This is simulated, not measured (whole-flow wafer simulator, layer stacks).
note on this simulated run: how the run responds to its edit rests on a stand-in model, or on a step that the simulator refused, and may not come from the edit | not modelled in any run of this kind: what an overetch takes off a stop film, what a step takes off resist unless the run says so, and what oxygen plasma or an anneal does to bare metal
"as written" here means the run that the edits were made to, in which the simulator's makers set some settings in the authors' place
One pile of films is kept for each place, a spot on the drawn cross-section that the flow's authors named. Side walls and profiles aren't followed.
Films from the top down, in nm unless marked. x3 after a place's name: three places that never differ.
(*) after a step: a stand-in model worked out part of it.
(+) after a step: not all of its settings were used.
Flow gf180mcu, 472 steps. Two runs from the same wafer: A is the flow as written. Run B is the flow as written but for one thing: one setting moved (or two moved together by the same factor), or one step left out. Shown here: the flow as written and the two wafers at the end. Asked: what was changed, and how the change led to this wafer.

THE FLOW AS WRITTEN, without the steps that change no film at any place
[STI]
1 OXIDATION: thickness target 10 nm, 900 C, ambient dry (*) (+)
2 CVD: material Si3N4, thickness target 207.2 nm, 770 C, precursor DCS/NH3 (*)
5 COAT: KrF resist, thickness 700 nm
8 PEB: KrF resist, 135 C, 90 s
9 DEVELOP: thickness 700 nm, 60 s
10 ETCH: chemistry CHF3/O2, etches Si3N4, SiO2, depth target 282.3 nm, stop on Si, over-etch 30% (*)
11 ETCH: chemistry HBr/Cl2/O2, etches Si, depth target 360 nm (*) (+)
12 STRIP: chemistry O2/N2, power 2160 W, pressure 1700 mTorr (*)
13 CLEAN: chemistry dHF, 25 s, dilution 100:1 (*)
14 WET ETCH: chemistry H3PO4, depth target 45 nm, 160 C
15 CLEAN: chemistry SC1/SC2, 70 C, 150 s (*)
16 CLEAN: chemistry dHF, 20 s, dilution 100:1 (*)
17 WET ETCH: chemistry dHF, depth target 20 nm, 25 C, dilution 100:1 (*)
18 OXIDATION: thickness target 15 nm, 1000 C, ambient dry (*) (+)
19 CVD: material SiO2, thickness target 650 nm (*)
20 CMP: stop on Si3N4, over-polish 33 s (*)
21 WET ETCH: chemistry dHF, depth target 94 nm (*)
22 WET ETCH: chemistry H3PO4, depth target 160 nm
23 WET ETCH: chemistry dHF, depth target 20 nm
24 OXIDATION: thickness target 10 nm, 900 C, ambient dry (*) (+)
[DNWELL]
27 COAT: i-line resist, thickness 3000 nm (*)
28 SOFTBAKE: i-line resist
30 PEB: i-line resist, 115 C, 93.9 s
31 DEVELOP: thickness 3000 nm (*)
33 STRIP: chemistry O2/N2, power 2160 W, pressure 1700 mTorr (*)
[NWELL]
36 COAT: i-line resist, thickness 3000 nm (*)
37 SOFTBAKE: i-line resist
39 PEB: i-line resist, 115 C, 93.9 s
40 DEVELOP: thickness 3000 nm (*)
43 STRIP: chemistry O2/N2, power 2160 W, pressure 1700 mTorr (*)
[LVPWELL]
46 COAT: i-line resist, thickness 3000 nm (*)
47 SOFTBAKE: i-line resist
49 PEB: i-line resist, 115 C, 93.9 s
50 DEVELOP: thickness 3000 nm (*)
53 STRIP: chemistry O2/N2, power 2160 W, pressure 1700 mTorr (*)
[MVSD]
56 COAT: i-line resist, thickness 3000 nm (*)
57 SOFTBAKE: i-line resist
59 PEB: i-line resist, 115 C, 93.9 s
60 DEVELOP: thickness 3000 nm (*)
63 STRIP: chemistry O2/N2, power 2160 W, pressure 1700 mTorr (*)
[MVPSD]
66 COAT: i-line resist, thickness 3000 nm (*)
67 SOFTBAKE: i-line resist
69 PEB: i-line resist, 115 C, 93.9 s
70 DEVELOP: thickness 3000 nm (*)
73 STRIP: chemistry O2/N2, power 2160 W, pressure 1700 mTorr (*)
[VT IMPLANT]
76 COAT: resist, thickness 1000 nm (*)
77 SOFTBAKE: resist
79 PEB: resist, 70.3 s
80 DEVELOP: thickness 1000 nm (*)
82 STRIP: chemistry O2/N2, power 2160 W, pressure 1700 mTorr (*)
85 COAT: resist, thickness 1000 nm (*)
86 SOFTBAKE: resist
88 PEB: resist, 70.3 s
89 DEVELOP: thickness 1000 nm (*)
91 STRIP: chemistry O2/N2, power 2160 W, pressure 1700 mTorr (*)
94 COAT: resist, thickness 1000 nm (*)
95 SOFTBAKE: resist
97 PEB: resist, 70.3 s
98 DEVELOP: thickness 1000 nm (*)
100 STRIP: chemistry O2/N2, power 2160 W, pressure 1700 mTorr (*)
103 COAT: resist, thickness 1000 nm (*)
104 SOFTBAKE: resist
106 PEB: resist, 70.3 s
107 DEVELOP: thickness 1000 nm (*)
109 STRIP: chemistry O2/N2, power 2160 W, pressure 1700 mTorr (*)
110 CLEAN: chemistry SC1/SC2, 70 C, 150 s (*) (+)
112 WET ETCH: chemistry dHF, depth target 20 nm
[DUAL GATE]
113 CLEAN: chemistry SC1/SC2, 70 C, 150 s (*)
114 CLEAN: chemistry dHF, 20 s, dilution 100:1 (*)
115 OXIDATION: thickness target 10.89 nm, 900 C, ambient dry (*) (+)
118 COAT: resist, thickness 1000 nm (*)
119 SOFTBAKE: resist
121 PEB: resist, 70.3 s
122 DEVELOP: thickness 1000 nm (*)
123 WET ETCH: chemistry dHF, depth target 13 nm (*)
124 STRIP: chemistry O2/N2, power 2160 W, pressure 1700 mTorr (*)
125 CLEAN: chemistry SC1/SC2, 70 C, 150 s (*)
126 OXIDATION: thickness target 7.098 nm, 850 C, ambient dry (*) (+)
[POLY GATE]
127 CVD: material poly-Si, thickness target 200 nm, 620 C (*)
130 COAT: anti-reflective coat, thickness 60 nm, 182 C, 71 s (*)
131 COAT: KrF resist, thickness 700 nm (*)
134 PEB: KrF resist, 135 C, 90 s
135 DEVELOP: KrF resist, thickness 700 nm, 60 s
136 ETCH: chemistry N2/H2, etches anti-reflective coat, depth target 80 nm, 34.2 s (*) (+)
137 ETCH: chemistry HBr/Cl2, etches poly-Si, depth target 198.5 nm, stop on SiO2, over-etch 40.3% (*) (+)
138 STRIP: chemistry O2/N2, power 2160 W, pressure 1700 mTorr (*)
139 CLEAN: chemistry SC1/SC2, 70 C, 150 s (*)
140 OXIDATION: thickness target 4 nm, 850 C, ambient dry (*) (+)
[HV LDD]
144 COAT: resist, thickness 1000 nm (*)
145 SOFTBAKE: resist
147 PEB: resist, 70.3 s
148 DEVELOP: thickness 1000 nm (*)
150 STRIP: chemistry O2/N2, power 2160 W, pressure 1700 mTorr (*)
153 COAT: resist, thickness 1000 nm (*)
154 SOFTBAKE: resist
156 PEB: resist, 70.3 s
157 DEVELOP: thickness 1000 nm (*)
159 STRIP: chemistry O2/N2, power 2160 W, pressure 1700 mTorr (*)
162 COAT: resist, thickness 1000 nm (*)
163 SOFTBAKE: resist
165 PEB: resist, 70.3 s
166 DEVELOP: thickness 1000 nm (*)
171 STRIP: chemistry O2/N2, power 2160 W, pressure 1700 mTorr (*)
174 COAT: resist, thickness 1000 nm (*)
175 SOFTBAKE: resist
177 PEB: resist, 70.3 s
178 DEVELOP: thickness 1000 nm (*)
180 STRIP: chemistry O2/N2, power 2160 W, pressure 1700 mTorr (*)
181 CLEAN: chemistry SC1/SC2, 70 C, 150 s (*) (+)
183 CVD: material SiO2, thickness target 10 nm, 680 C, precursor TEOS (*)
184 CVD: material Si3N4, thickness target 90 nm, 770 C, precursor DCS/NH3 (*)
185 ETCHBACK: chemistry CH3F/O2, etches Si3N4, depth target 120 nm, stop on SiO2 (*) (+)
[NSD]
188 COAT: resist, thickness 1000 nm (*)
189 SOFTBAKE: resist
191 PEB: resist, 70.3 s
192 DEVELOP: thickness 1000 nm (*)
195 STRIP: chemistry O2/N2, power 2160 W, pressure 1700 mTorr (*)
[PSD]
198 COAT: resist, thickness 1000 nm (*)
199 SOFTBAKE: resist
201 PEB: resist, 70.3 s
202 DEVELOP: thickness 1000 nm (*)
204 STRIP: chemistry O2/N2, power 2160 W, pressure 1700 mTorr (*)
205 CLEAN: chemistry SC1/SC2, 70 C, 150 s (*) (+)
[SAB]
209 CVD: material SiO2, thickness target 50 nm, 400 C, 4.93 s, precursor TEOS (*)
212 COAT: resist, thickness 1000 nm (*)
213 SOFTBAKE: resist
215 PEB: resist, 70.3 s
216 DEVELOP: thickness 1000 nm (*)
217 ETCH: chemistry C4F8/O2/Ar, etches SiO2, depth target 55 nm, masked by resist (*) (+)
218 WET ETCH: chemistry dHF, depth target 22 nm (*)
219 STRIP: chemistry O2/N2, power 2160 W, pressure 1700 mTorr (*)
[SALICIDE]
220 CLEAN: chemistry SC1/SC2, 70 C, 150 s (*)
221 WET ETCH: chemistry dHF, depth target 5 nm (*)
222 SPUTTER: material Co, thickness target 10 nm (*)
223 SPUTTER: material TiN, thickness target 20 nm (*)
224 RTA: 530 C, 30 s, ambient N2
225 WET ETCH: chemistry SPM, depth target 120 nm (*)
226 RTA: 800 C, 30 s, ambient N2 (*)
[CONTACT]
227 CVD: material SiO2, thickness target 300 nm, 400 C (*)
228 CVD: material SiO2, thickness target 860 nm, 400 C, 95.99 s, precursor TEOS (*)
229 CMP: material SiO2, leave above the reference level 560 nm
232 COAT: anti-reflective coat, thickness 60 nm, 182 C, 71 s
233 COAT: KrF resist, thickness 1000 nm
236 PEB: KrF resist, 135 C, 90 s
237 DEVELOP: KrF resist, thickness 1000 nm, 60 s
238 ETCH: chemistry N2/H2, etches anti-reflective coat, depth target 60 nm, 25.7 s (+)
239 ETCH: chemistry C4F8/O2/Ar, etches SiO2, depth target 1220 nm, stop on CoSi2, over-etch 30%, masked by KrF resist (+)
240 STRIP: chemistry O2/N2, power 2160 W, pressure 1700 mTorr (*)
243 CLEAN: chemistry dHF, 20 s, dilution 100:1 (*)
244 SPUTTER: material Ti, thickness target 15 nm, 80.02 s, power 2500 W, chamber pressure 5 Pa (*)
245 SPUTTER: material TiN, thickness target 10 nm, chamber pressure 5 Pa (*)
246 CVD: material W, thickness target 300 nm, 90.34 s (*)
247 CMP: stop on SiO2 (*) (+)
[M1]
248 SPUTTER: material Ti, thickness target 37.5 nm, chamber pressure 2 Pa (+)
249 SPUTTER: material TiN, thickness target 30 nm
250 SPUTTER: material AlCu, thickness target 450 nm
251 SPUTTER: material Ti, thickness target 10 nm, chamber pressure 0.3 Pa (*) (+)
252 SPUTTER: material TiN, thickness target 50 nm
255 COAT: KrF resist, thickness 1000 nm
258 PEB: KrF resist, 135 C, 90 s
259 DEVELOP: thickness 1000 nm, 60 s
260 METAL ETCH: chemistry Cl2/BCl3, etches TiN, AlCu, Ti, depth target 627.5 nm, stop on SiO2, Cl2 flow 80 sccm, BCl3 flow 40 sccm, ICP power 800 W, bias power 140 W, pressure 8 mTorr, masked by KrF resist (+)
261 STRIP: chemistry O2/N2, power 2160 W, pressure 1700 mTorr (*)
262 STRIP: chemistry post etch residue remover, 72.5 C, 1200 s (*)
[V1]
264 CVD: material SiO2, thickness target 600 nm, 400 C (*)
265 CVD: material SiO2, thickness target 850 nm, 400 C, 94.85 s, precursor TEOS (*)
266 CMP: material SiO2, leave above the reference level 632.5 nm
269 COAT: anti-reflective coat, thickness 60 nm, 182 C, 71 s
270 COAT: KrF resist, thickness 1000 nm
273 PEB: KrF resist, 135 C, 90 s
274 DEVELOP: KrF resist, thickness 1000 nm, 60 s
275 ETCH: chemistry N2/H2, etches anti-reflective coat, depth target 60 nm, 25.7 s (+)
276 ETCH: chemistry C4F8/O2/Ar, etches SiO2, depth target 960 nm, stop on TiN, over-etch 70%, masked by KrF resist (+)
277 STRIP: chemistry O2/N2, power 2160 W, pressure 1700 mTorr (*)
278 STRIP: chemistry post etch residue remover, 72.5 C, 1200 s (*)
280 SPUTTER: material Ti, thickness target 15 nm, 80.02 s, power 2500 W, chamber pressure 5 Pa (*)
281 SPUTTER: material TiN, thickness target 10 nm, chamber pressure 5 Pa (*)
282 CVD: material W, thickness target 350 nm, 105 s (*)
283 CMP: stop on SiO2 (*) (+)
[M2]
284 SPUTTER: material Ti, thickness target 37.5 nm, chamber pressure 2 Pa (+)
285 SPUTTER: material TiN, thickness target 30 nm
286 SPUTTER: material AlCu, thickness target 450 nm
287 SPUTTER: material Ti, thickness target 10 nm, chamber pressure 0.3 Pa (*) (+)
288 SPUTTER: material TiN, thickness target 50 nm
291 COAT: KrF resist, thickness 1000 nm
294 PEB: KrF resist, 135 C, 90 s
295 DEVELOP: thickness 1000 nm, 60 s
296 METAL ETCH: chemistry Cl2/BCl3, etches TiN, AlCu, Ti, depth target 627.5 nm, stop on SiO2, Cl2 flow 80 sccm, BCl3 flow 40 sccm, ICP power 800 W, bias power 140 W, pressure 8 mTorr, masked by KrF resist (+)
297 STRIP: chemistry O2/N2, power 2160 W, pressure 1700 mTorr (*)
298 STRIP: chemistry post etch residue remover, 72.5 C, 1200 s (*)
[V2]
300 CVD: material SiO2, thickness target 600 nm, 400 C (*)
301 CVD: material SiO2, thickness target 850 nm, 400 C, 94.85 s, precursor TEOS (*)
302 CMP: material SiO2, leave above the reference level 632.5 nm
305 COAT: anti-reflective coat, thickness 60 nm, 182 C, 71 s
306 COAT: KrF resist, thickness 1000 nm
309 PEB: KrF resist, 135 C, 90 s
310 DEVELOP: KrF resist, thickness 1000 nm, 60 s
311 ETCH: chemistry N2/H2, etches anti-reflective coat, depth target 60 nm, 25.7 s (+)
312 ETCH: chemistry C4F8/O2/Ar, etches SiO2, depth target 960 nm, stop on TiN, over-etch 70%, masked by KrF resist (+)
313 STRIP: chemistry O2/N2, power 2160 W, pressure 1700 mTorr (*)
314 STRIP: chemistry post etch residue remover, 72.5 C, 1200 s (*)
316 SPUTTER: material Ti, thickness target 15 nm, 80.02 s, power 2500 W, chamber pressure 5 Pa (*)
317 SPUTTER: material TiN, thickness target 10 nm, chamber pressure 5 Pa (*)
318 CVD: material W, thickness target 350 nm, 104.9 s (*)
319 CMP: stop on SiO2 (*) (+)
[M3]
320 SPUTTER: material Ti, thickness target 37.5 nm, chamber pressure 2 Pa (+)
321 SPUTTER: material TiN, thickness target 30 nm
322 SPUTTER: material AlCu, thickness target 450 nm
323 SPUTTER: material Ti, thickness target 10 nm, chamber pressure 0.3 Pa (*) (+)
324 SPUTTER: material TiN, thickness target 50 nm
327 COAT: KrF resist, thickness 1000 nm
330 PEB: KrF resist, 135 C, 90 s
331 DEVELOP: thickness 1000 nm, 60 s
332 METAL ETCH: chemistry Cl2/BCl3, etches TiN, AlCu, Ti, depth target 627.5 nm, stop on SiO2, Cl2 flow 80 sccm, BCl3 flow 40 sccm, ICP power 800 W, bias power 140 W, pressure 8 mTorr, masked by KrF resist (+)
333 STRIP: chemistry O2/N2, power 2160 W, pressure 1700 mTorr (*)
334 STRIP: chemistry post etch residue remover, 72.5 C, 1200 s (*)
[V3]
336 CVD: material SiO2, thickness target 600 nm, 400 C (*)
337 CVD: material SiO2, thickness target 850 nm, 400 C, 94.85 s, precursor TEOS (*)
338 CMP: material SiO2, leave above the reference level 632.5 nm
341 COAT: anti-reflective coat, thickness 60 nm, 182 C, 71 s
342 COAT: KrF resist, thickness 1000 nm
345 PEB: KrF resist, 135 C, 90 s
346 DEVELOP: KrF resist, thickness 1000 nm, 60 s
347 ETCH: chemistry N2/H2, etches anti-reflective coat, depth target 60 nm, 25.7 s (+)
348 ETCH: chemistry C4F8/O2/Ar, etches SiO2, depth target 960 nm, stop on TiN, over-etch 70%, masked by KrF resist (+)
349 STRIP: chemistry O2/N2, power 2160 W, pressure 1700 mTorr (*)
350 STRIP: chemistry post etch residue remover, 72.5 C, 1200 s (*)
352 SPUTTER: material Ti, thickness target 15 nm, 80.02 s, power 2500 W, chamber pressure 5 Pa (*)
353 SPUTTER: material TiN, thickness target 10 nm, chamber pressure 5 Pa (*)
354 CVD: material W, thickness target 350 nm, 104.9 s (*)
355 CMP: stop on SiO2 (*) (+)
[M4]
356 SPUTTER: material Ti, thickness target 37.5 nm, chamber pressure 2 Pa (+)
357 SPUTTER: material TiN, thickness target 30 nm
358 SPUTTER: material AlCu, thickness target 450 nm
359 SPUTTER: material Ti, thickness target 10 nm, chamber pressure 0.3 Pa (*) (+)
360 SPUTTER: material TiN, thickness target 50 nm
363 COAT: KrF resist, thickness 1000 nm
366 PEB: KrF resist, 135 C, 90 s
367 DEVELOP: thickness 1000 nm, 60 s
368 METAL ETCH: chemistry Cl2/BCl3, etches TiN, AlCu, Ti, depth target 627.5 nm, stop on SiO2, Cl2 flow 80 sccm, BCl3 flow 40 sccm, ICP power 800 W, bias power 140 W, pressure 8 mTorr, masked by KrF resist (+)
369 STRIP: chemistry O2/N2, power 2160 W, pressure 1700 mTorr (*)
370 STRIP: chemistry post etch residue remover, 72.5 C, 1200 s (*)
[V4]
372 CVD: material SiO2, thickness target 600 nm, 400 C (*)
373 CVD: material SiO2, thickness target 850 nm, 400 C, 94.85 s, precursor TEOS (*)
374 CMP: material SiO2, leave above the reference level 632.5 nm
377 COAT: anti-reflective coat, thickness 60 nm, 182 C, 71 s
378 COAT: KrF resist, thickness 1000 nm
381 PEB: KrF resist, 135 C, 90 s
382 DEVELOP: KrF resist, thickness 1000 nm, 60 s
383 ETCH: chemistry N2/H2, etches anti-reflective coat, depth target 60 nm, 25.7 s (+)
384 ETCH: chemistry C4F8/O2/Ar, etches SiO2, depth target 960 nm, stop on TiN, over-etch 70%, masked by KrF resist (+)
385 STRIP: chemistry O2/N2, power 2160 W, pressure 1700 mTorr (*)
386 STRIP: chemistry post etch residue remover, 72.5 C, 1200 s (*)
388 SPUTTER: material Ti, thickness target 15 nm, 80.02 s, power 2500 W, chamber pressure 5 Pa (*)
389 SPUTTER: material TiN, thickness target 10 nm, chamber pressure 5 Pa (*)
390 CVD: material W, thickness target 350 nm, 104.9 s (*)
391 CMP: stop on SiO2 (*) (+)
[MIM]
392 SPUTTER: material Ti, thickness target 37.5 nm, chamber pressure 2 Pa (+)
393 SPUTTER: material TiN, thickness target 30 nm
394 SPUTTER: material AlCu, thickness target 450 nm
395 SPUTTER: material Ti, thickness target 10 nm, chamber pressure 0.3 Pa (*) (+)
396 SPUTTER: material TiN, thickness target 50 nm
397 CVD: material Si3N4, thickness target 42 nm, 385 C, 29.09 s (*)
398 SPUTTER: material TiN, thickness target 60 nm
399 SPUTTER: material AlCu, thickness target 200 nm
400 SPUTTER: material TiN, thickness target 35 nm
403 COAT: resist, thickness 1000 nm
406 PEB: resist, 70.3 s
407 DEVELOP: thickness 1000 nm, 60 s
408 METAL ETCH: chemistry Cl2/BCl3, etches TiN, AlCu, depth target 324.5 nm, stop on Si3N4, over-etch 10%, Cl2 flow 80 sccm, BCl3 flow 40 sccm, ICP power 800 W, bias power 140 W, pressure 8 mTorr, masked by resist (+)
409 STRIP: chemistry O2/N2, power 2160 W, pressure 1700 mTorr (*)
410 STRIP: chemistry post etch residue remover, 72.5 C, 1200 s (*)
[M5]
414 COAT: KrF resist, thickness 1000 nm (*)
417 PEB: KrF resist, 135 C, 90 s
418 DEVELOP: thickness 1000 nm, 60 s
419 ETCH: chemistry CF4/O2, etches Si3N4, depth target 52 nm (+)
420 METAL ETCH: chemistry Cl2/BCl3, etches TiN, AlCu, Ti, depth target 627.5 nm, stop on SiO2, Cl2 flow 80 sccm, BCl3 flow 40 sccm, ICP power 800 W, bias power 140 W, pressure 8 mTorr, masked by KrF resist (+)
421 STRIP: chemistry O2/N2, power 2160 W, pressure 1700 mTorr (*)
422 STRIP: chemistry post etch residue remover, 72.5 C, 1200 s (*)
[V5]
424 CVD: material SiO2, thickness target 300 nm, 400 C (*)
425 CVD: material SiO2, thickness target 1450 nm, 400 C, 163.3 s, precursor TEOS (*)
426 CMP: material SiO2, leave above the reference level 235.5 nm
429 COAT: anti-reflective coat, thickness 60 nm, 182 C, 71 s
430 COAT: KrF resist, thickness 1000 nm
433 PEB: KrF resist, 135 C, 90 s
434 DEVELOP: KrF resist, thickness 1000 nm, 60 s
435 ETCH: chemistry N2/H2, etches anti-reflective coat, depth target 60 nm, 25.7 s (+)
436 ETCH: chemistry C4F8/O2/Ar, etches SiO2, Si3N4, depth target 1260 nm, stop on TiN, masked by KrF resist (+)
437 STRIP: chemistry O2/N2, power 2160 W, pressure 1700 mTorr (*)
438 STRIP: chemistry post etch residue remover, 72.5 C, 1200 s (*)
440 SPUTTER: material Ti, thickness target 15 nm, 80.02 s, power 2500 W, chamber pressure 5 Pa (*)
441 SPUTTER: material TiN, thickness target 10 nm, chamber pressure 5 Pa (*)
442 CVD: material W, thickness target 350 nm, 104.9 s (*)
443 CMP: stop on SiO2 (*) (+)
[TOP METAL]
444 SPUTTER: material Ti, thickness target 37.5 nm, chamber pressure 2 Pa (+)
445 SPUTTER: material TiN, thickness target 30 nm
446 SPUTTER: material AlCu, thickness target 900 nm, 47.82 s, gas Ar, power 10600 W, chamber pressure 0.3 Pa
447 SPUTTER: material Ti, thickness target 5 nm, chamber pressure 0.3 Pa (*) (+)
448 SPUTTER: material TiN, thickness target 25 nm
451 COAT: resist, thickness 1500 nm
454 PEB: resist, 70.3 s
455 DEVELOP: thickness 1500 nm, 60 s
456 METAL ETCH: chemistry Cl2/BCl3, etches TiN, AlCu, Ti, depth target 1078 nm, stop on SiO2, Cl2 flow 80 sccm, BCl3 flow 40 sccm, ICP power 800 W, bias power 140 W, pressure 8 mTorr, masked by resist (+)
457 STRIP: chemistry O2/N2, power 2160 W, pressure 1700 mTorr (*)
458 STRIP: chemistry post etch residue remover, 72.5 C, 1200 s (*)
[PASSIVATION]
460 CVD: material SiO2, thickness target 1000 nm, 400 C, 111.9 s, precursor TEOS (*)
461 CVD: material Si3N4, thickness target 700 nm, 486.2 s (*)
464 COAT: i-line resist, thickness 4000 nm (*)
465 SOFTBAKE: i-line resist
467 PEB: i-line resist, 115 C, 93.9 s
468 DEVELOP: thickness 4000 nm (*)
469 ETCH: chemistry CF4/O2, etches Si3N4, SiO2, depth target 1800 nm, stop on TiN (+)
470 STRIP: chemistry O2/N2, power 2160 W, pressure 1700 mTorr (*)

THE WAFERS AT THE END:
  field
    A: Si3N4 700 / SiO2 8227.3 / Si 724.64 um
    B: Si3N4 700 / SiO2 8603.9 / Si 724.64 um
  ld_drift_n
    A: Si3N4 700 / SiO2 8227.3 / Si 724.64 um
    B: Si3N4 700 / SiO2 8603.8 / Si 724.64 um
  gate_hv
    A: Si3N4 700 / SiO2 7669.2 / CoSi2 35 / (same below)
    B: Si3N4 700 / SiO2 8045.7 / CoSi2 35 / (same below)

The cause: step 266, CMP: leave above the reference level 1012 nm was run, where the flow has leave above the reference level 632.5 nm.

How the change led to this, step by step:
  266 CMP: material SiO2, leave above the reference level 632.5 nm
      field, field__w1, field__w2 and 99 more: A SiO2 -300 | B nothing
      field__w8, contact, m1 and 6 more: A SiO2 -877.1 | B SiO2 -497.6
  269 COAT: anti-reflective coat, thickness 60 nm, 182 C, 71 s
      field: A anti-reflective coat +60 (new film) | B anti-reflective coat +91.8 (new film)
      field__w8: A anti-reflective coat +60 (new film) | B anti-reflective coat +20.9 (new film)
      (and at 18 more places)
  270 COAT: KrF resist, thickness 1000 nm
      contact: A KrF resist +1000 (new film) | B KrF resist +968.5 (new film)
      m1: A KrF resist +1000 (new film) | B KrF resist +963.2 (new film)
      (and at 2 more places)
  274 DEVELOP: KrF resist, thickness 1000 nm, 60 s
      contact: A KrF resist -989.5 (all of it) | B KrF resist -958.3 (all of it)
  275 ETCH: chemistry N2/H2, etches anti-reflective coat, depth target 60 nm, 25.7 s (+)
      contact: A anti-reflective coat -60 (all of it), SiO2 -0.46 | B anti-reflective coat -26.7 (all of it), SiO2 -1.31
  276 ETCH: chemistry C4F8/O2/Ar, etches SiO2, depth target 960 nm, stop on TiN, over-etch 70%, masked by KrF resist (+)
      contact: A SiO2 -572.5 (all of it) | B SiO2 -951.1 (all of it)
  277 STRIP: chemistry O2/N2, power 2160 W, pressure 1700 mTorr (*)
      field: A KrF resist -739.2 (all of it), anti-reflective coat -60 (all of it) | B KrF resist -725.4 (all of it), anti-reflective coat -91.8 (all of it)
      field__w8: A KrF resist -739.2 (all of it), anti-reflective coat -60 (all of it) | B KrF resist -729.2 (all of it), anti-reflective coat -20.9 (all of it)
      (and at 17 more places)
  280 SPUTTER: material Ti, thickness target 15 nm, 80.02 s, power 2500 W, chamber pressure 5 Pa (*)
      contact: A Ti +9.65 (new film) | B Ti +8.11 (new film)
  281 SPUTTER: material TiN, thickness target 10 nm, chamber pressure 5 Pa (*)
      contact: A TiN +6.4 (new film) | B TiN +5.38 (new film)
  282 CVD: material W, thickness target 350 nm, 105 s (*)
      contact: A W +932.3 (new film) | B W +1234.8 (new film)
  283 CMP: stop on SiO2 (*) (+)
      m1, m1__w1, polyc_n, polyc_n_rim, polyc_p, polyc_p_rim, m1_nw: A W -350 (all of it), TiN -10 (all of it), Ti -15 (all of it), SiO2 -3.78 | B W -350 (all of it), TiN -10 (all of it), Ti -15 (all of it), SiO2 -6.69
      field__w8: A W -350 (all of it), TiN -10 (all of it), Ti -15 (all of it), SiO2 -3.78 | B W -350 (all of it), TiN -10 (all of it), Ti -15 (all of it), SiO2 -6.7
  291 COAT: KrF resist, thickness 1000 nm
      field__w8: A KrF resist +1000 (new film) | B KrF resist +938.7 (new film)
      m1: A KrF resist +1000 (new film) | B KrF resist +937 (new film)
      (and at 6 more places)
  294 PEB: KrF resist, 135 C, 90 s
      field__w8, polyc_n_rim: A KrF resist -10.5 | B KrF resist -9.58
      m1__w1, polyc_n: A KrF resist -10.5 | B KrF resist -9.6
      (and at 4 more places)
  295 DEVELOP: thickness 1000 nm, 60 s
      polyc_n: A KrF resist -989.5 (all of it) | B KrF resist -930.6 (all of it)
      polyc_n_rim: A KrF resist -989.5 (all of it) | B KrF resist -929.2 (all of it)
      (and at 2 more places)
  297 STRIP: chemistry O2/N2, power 2160 W, pressure 1700 mTorr (*)
      field__w8: A KrF resist -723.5 (all of it) | B KrF resist -663.2 (all of it)
      m1: A KrF resist -723.5 (all of it) | B KrF resist -661.5 (all of it)
      (and at 2 more places)
  302 CMP: material SiO2, leave above the reference level 632.5 nm
      field, field__w1, field__w2 and 99 more: A SiO2 -300 | B SiO2 -223.4
      contact: A SiO2 -877.1 | B SiO2 -800.5
  ... 1 more step ...
  318 CVD: material W, thickness target 350 nm, 104.9 s (*)
      contact: A W +932.3 (new film) | B W +1009.4 (new film)
